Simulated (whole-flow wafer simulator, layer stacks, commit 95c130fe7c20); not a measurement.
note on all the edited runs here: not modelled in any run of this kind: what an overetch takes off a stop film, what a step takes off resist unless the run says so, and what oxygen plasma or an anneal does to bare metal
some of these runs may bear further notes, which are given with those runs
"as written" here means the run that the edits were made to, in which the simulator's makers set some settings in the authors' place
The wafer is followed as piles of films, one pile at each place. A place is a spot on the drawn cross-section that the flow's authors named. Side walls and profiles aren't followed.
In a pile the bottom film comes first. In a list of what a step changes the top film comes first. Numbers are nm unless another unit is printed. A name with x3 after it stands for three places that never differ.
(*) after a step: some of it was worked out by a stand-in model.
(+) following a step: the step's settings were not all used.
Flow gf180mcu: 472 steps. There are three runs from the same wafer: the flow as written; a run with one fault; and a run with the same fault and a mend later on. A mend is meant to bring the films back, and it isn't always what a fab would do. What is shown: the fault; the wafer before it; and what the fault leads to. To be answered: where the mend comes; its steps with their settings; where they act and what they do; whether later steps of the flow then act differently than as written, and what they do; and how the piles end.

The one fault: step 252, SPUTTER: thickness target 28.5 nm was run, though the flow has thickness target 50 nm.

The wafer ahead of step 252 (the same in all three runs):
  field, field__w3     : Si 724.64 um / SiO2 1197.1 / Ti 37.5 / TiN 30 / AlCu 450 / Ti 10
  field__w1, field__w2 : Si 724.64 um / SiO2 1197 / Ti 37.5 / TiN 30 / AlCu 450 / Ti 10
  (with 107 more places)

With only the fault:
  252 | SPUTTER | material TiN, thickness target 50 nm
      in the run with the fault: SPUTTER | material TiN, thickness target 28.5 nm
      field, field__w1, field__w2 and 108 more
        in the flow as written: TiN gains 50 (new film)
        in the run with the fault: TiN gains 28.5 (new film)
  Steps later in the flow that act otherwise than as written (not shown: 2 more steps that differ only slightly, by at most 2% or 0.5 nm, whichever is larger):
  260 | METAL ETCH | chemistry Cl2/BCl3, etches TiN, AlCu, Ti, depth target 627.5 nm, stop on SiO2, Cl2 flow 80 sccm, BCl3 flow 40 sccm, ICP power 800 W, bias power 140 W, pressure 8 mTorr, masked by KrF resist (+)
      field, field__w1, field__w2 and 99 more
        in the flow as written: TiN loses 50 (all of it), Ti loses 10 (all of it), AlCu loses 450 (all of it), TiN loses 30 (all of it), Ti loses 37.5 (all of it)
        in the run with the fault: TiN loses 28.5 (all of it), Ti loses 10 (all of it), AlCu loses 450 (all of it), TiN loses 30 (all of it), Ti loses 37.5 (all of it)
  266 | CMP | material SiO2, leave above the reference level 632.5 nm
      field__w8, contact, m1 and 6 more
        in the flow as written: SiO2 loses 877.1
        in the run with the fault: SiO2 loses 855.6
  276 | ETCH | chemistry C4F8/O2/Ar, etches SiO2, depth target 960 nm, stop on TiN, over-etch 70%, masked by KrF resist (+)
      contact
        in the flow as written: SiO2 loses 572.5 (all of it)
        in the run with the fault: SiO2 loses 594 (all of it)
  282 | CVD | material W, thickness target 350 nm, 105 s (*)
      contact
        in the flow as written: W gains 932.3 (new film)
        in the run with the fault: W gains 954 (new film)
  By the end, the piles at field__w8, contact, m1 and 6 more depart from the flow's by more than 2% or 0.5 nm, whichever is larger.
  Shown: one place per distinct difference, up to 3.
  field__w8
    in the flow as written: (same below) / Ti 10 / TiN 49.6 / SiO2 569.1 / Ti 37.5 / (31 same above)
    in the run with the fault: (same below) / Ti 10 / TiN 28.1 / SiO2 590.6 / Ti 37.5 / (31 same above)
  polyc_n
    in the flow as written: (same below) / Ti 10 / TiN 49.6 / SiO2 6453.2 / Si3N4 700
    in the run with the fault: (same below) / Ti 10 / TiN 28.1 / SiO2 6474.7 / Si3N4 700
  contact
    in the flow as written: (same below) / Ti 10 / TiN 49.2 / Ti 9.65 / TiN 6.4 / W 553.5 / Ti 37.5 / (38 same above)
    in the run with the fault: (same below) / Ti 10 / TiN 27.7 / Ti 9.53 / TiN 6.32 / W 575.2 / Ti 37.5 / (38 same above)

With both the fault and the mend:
  The mend follows step 259.
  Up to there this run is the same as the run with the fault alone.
  259a | STRIP | chemistry O2/N2, power 2160 W, pressure 1700 mTorr (*)
      field__w8, contact, m1 and 6 more
        KrF resist loses 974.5 (all of it)
  259b | SPUTTER | material TiN, thickness target 21.5 nm (the flow's step 252, run once more with other settings)
      field, field__w1, field__w2 and 108 more
        TiN gains 21.5
  259c | HMDS | 120 C, 60 s (the flow's step 254, run once more)
      does not change any film at any place that is followed
  259d | COAT | KrF resist, thickness 1000 nm (the flow's step 255, run once more)
      field, field__w1, field__w2 and 108 more
        KrF resist gains 1000 (new film)
  259e | SOFTBAKE | KrF resist (the flow's step 256, run once more)
      does not change any film at any place that is followed
  259f | EXPOSE | photomask Metal1 (the flow's step 257, run once more)
      does not change any film at any place that is followed
  259g | PEB | KrF resist, 135 C, 90 s (the flow's step 258, run once more)
      field, field__w1, field__w2 and 108 more
        KrF resist loses 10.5
  259h | DEVELOP | thickness 1000 nm, 60 s (the flow's step 259, run once more)
      field, field__w1, field__w2 and 99 more
        KrF resist loses 989.5 (all of it)
      field__w8, contact, m1 and 6 more
        KrF resist loses 14.9
  None of the later steps of the flow acts differently than as written at any place that is followed.
  By the end, the piles equal the flow's at every place that both follow.
